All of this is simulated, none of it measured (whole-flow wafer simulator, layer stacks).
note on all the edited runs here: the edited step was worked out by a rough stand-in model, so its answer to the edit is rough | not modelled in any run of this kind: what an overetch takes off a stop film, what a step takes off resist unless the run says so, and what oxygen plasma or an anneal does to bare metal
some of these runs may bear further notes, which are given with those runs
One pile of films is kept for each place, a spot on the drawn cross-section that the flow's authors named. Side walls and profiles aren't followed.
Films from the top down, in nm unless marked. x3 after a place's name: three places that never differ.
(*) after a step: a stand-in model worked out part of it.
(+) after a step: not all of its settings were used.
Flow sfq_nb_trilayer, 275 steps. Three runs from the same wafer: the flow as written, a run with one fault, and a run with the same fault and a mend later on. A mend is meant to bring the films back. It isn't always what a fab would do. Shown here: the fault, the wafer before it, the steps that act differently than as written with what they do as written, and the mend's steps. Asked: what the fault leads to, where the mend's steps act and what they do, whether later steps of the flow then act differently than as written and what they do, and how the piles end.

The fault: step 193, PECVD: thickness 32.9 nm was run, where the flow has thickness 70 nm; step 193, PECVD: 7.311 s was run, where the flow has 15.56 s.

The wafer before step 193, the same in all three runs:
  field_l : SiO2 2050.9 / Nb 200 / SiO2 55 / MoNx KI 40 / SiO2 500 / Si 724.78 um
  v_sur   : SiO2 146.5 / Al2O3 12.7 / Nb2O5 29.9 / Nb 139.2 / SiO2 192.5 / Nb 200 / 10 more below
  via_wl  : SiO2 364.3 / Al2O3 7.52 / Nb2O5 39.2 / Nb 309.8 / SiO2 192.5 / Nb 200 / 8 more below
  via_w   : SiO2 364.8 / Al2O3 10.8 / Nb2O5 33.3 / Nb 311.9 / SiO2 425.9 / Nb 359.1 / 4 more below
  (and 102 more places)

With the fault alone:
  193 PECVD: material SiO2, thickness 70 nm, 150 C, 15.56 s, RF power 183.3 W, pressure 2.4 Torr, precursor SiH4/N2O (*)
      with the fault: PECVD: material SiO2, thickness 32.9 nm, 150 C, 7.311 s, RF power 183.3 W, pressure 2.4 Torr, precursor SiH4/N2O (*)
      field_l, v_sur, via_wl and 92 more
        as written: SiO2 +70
        with the fault: SiO2 +32.9
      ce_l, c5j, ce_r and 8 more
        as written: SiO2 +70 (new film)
        with the fault: SiO2 +32.9 (new film)
  Later steps of the flow that act differently than as written (10 more steps differ only slightly, by at most 2% or 0.5 nm, whichever is larger, and aren't shown):
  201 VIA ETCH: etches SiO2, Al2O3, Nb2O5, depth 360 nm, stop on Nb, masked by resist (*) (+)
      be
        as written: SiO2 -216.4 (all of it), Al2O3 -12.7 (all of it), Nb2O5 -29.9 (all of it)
        with the fault: SiO2 -179.3 (all of it), Al2O3 -12.7 (all of it), Nb2O5 -29.9 (all of it)
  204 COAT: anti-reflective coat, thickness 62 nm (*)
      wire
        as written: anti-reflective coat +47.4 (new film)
        with the fault: anti-reflective coat +48.7 (new film)
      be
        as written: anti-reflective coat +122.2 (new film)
        with the fault: anti-reflective coat +116.5 (new film)
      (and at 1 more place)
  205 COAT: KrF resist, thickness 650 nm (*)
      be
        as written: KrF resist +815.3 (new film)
        with the fault: KrF resist +788.9 (new film)
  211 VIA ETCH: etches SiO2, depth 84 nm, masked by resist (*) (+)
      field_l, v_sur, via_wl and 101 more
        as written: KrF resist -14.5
        with the fault: KrF resist -8.47
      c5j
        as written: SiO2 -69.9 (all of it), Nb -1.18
        with the fault: SiO2 -32.8 (all of it), Nb -1.36
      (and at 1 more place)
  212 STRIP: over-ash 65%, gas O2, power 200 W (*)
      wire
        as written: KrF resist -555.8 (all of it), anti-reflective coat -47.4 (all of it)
        with the fault: KrF resist -563.7 (all of it), anti-reflective coat -48.7 (all of it)
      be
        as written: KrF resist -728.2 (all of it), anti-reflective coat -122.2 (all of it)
        with the fault: KrF resist -707.8 (all of it), anti-reflective coat -116.5 (all of it)
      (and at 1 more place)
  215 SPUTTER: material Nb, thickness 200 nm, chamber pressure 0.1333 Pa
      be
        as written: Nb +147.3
        with the fault: Nb +155.9
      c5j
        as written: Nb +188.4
        with the fault: Nb +197.5
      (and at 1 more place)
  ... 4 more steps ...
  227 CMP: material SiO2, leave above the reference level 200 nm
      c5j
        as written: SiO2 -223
        with the fault: SiO2 -254.3
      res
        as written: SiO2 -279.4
        with the fault: SiO2 -323.6
  At the end the piles differ from the flow's by more than 2% or 0.5 nm, whichever is larger, at v_sur, via_wl, via_w and 79 more.
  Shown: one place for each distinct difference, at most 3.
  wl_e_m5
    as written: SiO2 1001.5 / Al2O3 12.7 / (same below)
    with the fault: SiO2 964.4 / Al2O3 12.7 / (same below)
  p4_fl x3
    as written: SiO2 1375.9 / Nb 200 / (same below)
    with the fault: SiO2 1338.8 / Nb 200 / (same below)
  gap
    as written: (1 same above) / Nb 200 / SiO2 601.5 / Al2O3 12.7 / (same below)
    with the fault: (1 same above) / Nb 200 / SiO2 564.4 / Al2O3 12.7 / (same below)

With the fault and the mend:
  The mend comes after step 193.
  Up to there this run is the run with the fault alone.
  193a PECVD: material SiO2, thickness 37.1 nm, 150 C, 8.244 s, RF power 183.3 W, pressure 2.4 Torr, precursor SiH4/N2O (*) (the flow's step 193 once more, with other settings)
      field_l, v_sur, via_wl and 103 more
        SiO2 +37.1
  No later step of the flow acts differently than as written, at any place that is followed, by more than 2% or 0.5 nm, whichever is larger.
  At the end the piles are the same as the flow's at every place that both follow.
